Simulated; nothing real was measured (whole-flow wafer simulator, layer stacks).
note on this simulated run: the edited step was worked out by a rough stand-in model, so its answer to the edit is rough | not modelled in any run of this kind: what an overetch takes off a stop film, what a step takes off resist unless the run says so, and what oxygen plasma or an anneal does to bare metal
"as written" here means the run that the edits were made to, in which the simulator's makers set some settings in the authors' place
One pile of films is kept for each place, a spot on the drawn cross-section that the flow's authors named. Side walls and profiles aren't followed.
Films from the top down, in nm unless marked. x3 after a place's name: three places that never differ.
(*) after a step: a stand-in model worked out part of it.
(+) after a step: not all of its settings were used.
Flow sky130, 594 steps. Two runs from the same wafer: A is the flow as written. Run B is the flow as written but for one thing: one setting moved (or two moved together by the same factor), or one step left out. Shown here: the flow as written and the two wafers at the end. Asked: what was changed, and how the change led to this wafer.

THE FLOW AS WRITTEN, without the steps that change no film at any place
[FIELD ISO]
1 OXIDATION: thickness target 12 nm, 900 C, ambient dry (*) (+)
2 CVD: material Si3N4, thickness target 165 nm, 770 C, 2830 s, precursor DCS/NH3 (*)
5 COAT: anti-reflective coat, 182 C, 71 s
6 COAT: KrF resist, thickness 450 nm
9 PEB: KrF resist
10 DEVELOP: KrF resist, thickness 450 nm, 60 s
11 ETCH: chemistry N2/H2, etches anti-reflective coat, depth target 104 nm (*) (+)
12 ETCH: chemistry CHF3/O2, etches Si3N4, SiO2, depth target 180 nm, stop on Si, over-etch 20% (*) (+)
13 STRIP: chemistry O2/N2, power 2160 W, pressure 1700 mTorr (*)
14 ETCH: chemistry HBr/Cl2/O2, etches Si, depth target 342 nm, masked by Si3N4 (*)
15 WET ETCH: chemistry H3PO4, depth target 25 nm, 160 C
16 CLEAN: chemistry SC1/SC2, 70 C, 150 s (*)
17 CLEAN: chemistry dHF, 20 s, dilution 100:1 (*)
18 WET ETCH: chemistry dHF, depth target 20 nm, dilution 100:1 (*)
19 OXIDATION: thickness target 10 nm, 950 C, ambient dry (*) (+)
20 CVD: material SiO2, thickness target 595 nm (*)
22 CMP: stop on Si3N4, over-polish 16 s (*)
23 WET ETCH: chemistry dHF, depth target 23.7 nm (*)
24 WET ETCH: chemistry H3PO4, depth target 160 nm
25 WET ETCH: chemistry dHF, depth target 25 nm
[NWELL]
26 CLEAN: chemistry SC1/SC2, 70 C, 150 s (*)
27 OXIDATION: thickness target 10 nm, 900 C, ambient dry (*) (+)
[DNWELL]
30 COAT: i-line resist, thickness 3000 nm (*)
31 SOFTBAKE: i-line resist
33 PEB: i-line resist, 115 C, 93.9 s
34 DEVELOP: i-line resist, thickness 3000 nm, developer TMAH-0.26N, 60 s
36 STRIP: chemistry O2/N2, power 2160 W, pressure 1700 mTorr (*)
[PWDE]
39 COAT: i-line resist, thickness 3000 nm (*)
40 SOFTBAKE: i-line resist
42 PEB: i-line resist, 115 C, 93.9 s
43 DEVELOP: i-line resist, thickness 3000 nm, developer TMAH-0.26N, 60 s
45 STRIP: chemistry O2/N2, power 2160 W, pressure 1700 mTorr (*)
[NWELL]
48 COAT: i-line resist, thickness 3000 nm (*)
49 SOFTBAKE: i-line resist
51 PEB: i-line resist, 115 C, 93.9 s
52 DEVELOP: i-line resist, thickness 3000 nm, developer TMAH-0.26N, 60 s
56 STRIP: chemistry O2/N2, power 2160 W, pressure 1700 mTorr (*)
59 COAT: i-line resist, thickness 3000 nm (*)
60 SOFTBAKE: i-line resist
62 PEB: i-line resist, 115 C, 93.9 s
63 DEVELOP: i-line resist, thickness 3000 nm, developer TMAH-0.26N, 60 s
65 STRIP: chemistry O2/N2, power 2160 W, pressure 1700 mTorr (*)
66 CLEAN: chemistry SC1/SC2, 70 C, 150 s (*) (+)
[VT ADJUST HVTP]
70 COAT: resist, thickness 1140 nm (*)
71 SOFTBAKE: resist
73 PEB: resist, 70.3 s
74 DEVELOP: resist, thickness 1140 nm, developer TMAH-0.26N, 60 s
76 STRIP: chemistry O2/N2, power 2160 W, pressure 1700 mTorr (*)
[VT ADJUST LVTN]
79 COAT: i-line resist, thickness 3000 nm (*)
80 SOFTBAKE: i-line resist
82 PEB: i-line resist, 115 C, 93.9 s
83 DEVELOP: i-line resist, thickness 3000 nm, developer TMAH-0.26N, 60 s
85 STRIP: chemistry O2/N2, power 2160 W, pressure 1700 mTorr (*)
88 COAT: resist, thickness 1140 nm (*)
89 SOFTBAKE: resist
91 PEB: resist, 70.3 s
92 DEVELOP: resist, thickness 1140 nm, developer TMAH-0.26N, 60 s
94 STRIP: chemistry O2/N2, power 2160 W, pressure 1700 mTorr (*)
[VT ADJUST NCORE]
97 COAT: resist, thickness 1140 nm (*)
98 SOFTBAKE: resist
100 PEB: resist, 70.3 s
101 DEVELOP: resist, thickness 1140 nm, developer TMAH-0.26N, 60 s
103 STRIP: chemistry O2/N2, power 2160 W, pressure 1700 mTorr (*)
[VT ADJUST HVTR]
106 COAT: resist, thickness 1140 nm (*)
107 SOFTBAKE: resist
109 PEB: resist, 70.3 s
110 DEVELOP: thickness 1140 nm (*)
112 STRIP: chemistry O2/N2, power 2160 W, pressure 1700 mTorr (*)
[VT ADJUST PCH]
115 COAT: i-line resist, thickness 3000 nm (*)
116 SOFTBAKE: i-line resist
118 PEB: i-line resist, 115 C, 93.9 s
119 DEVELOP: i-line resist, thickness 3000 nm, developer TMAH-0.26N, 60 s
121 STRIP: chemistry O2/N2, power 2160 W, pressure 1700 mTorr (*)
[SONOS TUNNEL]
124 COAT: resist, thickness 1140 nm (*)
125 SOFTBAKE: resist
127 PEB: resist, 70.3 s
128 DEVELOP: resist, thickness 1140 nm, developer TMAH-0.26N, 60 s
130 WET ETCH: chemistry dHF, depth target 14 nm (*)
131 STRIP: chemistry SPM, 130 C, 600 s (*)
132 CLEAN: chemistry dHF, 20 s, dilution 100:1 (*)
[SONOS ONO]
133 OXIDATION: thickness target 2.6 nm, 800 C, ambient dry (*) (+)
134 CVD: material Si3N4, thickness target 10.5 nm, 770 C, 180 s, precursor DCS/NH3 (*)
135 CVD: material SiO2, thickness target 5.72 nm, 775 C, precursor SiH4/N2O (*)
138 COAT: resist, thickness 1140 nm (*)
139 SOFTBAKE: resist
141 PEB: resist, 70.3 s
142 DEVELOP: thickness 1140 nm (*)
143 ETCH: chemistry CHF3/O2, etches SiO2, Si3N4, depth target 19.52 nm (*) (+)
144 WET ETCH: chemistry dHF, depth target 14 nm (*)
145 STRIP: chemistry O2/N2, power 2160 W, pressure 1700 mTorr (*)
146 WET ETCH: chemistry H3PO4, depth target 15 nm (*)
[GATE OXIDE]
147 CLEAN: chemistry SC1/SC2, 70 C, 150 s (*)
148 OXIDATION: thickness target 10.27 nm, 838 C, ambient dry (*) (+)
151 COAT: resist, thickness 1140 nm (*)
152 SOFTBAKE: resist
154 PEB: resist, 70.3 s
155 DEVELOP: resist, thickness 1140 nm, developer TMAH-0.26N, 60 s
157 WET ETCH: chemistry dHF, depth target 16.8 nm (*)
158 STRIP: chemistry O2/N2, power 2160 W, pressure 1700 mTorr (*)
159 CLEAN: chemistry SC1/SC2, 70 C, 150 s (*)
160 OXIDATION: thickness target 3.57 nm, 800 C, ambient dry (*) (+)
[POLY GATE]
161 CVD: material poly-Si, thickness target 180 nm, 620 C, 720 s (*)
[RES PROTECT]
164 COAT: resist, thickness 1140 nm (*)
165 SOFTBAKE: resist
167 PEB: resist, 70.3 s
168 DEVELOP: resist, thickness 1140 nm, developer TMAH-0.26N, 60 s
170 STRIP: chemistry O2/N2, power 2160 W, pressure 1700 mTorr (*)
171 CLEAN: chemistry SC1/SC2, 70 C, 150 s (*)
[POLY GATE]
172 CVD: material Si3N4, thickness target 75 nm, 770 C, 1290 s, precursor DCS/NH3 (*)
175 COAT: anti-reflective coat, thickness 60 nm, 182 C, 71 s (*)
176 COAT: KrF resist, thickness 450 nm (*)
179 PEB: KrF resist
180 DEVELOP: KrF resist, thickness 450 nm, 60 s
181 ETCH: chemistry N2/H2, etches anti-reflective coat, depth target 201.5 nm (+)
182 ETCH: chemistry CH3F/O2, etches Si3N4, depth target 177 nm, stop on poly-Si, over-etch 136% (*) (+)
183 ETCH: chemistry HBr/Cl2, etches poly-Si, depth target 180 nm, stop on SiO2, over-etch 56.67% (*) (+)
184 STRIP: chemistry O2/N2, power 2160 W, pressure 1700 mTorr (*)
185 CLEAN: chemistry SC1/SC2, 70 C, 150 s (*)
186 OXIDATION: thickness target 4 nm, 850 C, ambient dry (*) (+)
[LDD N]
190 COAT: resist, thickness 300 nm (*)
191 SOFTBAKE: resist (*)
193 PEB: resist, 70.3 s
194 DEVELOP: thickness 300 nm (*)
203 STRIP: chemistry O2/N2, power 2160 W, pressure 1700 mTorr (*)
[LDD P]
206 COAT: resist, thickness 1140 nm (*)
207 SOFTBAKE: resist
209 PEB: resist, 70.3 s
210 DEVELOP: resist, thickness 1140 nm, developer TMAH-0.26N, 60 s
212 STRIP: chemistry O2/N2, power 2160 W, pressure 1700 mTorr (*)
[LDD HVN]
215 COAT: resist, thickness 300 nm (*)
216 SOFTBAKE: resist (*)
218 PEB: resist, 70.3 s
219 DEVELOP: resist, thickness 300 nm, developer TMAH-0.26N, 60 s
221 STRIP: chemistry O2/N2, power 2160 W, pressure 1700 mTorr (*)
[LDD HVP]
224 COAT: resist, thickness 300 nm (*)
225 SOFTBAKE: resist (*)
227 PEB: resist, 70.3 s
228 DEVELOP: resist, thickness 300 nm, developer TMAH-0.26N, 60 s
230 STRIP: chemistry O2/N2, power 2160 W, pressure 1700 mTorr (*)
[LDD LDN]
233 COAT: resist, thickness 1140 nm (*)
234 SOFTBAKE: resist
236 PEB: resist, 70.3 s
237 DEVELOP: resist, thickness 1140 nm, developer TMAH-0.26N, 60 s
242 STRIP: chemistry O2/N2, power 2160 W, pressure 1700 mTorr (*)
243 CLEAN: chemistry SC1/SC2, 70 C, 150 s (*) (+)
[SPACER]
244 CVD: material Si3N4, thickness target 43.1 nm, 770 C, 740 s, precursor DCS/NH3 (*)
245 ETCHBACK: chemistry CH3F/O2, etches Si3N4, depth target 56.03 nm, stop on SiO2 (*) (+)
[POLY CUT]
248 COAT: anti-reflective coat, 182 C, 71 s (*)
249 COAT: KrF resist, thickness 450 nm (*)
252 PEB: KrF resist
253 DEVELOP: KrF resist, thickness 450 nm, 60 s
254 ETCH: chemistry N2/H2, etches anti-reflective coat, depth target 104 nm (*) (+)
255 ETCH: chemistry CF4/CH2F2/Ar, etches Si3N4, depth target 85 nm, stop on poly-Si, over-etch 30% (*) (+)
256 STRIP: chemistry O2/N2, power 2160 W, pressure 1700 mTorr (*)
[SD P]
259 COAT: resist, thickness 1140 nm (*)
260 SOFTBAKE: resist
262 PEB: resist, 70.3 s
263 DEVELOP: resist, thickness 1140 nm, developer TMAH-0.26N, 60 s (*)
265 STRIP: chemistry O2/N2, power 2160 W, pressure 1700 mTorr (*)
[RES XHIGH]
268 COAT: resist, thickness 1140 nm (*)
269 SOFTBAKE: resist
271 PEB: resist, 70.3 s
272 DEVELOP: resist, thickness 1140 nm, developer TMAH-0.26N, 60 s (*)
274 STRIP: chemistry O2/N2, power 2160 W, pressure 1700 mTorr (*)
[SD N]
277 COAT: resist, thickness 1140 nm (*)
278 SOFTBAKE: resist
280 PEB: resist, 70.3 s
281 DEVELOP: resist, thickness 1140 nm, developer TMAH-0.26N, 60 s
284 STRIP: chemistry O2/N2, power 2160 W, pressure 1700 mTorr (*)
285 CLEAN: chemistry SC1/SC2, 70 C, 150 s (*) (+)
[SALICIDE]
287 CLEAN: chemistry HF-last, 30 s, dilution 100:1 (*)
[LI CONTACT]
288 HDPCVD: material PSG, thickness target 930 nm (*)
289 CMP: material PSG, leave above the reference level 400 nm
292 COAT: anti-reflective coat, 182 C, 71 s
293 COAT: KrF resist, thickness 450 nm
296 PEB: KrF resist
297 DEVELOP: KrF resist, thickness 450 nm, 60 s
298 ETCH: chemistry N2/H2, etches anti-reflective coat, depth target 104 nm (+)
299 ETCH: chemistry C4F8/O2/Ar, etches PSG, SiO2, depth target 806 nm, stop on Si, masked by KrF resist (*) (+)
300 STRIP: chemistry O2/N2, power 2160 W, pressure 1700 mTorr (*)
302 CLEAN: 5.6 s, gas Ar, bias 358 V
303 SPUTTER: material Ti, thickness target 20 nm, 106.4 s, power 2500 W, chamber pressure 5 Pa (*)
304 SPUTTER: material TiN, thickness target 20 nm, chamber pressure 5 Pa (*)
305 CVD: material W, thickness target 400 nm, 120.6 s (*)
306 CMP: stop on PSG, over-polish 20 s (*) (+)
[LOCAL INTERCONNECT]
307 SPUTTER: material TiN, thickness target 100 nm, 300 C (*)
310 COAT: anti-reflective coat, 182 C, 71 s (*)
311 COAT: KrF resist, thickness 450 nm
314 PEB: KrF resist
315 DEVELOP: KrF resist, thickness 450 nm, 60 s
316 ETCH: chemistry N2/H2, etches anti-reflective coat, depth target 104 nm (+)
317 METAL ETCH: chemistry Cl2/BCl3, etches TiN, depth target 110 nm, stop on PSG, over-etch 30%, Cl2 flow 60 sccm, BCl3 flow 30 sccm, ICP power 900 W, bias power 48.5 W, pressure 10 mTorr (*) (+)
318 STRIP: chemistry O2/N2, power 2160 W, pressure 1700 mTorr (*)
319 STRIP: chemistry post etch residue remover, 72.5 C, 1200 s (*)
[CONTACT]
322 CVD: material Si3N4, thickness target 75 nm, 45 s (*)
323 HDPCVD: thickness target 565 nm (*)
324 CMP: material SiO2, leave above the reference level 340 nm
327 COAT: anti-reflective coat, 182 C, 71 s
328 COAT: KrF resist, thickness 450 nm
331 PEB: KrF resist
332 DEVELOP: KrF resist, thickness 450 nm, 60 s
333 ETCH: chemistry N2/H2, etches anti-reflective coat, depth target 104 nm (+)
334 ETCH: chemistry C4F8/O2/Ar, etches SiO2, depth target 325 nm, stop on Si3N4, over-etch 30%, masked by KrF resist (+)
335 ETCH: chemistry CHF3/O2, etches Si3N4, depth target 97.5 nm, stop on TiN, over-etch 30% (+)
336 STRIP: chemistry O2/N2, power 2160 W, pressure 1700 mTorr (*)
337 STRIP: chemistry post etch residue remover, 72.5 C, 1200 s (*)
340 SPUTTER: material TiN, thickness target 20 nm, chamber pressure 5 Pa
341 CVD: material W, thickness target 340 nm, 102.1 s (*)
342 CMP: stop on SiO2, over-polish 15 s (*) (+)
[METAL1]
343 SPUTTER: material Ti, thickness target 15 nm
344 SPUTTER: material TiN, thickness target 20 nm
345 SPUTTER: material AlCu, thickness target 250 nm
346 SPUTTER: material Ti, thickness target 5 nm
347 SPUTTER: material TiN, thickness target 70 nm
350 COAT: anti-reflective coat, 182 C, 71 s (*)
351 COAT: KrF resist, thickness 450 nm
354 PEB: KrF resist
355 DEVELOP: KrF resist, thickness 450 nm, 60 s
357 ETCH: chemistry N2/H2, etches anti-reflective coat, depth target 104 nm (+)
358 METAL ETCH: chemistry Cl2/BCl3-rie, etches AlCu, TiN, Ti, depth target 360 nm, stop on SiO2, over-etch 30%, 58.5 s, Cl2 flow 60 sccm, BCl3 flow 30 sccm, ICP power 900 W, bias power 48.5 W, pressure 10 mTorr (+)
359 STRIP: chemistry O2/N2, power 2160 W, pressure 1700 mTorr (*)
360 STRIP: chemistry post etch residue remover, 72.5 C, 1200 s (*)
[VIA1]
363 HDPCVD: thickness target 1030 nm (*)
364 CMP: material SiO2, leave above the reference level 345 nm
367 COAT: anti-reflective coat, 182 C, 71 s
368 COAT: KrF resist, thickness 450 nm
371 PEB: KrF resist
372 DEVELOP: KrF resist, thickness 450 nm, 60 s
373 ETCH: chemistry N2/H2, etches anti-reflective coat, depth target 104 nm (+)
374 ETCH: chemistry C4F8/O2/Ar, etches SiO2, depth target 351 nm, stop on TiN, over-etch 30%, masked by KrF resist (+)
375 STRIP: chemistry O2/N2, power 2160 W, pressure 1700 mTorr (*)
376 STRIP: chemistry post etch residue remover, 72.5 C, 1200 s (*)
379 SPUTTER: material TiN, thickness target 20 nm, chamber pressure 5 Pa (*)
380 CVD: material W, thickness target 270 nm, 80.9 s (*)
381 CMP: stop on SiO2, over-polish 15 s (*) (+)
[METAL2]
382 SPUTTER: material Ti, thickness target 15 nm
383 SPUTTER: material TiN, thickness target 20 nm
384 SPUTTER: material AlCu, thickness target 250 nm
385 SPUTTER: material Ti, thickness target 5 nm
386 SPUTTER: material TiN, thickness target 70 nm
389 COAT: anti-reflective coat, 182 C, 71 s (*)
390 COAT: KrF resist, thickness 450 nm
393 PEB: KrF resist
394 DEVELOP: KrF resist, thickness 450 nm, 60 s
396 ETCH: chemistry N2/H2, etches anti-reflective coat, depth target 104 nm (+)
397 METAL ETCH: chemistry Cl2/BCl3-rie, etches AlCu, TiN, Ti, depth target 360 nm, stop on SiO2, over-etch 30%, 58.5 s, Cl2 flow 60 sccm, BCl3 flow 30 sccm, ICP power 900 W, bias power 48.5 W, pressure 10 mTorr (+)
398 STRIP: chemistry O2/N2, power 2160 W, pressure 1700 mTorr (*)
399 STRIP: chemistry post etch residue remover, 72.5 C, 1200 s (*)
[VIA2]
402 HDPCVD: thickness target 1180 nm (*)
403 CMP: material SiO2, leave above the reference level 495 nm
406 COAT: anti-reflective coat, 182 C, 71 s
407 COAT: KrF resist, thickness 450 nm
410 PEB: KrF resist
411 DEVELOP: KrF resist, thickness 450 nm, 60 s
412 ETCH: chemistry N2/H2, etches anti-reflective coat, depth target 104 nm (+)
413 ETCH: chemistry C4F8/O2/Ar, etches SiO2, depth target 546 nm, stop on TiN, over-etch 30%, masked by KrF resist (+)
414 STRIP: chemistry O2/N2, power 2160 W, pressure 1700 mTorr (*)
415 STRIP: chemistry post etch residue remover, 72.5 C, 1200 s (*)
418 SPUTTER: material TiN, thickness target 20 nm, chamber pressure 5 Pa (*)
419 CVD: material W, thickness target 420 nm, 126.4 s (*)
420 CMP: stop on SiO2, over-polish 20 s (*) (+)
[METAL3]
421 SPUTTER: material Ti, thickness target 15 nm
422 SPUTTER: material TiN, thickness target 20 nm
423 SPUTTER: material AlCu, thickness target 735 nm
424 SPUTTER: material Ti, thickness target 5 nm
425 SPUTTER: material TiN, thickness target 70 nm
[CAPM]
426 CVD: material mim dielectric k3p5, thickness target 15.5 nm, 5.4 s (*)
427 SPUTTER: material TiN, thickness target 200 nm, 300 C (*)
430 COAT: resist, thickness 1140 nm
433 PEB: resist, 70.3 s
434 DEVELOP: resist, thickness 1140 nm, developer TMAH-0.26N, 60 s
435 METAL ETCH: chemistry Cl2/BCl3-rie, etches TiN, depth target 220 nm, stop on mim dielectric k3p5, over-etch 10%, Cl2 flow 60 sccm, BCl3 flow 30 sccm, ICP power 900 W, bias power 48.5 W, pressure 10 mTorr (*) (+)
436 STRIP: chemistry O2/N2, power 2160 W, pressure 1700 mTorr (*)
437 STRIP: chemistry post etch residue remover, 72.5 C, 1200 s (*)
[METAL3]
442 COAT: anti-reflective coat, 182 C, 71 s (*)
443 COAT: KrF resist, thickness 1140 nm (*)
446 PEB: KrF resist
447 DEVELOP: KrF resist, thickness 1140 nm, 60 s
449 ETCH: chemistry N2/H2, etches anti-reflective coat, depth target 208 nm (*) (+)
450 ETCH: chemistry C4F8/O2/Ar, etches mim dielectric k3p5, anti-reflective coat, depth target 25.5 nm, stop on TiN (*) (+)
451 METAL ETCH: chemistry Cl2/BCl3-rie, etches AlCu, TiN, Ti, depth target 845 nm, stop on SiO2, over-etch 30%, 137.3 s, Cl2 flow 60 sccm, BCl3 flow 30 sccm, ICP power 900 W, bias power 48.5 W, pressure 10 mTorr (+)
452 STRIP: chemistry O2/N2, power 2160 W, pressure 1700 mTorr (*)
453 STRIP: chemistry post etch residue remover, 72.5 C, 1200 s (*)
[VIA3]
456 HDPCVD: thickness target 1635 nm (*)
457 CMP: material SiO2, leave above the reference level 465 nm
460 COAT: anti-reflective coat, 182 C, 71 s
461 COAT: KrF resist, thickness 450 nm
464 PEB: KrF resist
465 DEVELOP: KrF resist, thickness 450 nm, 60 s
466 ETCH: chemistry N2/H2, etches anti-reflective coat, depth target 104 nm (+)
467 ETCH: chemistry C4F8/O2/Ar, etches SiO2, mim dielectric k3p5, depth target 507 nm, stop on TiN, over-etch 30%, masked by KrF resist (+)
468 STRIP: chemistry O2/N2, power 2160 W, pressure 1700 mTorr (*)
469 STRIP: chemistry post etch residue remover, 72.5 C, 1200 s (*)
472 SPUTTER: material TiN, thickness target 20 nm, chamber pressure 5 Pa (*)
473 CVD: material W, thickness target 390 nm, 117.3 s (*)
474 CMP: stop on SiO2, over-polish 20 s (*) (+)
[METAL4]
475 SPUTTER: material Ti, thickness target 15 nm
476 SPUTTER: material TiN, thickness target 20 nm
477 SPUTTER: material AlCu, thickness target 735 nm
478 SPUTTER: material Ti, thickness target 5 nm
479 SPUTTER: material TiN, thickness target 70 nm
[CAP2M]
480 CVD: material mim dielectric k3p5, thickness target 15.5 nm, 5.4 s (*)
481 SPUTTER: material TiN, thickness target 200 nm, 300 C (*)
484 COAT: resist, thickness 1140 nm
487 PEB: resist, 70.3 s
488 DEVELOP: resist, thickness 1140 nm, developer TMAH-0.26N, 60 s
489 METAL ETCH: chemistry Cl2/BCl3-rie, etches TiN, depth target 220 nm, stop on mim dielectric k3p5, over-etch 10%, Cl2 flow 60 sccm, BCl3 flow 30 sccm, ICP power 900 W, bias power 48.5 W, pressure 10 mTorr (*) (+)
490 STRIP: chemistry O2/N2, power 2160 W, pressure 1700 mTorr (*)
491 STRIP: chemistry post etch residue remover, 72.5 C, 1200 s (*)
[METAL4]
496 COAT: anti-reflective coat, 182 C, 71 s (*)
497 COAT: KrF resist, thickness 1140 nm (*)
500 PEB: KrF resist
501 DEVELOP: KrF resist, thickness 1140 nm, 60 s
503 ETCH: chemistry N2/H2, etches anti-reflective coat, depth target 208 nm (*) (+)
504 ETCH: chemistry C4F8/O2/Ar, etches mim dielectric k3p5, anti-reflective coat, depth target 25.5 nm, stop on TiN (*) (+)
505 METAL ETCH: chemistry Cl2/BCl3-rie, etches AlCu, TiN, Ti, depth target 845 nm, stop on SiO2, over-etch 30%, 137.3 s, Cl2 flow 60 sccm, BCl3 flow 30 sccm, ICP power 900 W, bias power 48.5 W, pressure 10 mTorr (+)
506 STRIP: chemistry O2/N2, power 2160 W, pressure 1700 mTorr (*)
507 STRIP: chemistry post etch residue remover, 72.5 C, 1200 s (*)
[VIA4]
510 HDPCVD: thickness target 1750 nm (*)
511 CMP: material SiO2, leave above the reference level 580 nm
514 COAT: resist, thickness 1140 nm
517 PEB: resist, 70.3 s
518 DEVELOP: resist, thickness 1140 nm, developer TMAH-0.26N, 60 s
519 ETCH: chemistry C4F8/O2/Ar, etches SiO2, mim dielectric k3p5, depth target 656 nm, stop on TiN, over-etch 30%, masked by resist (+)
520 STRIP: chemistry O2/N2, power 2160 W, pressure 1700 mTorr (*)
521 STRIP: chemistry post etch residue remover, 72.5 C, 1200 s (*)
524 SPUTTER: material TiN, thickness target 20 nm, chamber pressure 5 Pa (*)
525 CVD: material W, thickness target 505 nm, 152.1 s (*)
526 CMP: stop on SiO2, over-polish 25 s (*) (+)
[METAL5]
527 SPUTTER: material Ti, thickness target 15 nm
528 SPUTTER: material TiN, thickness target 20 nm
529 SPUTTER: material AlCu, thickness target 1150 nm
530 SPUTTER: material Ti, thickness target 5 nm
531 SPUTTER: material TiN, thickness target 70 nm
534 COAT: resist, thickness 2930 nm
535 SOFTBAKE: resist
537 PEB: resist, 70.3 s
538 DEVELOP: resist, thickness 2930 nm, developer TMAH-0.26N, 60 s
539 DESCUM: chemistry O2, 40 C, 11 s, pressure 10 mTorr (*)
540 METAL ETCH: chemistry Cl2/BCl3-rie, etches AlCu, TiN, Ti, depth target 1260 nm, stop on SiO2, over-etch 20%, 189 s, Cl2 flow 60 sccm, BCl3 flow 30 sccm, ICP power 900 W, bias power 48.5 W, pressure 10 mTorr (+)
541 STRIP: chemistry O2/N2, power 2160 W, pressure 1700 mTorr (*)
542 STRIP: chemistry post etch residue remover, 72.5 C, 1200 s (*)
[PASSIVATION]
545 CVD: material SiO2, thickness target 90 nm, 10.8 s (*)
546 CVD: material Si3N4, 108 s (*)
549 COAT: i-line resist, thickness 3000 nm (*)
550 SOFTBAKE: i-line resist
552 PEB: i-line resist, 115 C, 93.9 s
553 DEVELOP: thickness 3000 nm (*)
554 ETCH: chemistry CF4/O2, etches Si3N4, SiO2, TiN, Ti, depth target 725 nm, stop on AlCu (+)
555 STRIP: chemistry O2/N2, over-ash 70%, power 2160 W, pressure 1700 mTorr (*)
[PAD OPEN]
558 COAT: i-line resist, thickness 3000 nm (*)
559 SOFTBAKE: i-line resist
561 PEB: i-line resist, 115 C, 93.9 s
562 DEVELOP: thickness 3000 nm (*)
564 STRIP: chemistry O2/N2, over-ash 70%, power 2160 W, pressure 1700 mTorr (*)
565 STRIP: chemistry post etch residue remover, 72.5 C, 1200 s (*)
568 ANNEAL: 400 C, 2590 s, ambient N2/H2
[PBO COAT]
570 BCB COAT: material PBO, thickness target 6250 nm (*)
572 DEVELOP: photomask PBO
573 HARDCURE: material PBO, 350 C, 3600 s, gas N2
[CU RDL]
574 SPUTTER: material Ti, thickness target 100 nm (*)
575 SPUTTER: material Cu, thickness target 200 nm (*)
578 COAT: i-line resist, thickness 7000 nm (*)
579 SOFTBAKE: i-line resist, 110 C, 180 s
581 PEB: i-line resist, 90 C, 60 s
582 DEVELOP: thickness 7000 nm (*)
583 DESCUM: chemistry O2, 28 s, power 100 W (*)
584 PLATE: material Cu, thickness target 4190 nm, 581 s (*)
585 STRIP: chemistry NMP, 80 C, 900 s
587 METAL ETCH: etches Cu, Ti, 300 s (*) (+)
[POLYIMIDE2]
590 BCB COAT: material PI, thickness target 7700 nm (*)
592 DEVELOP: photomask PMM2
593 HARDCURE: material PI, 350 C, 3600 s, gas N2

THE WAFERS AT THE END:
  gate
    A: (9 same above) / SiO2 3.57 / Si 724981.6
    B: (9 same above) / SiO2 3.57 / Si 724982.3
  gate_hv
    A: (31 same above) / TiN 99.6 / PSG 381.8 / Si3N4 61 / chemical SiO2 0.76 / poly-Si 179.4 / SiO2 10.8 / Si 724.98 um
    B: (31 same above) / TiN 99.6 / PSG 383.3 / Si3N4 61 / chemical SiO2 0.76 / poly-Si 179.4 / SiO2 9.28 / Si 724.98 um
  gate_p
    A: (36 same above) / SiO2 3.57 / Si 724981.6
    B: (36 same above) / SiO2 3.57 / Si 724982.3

The cause: step 148, OXIDATION: thickness target 8.728 nm was run, where the flow has thickness target 10.27 nm.

How the change led to this, step by step:
  148 OXIDATION: thickness target 10.27 nm, 838 C, ambient dry (*) (+)
      active, n_well, p_well and 98 more: A SiO2 +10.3 (new film), chemical SiO2 -0.76 (all of it), Si -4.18 | B SiO2 +8.73 (new film), chemical SiO2 -0.76 (all of it), Si -3.51
  157 WET ETCH: chemistry dHF, depth target 16.8 nm (*)
      active, n_well, p_well and 58 more: A SiO2 -10.3 (all of it) | B SiO2 -8.73 (all of it)
  248 COAT: anti-reflective coat, 182 C, 71 s (*)
      gate_p_g5v0: A anti-reflective coat +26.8 (new film) | B anti-reflective coat +27.4 (new film)
  256 STRIP: chemistry O2/N2, power 2160 W, pressure 1700 mTorr (*)
      gate_p_g5v0: A KrF resist -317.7 (all of it), anti-reflective coat -26.8 (all of it) | B KrF resist -317.9 (all of it), anti-reflective coat -27.4 (all of it)
  306 CMP: stop on PSG, over-polish 20 s (*) (+)
      poly_licon: A W -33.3 | B W -32.5
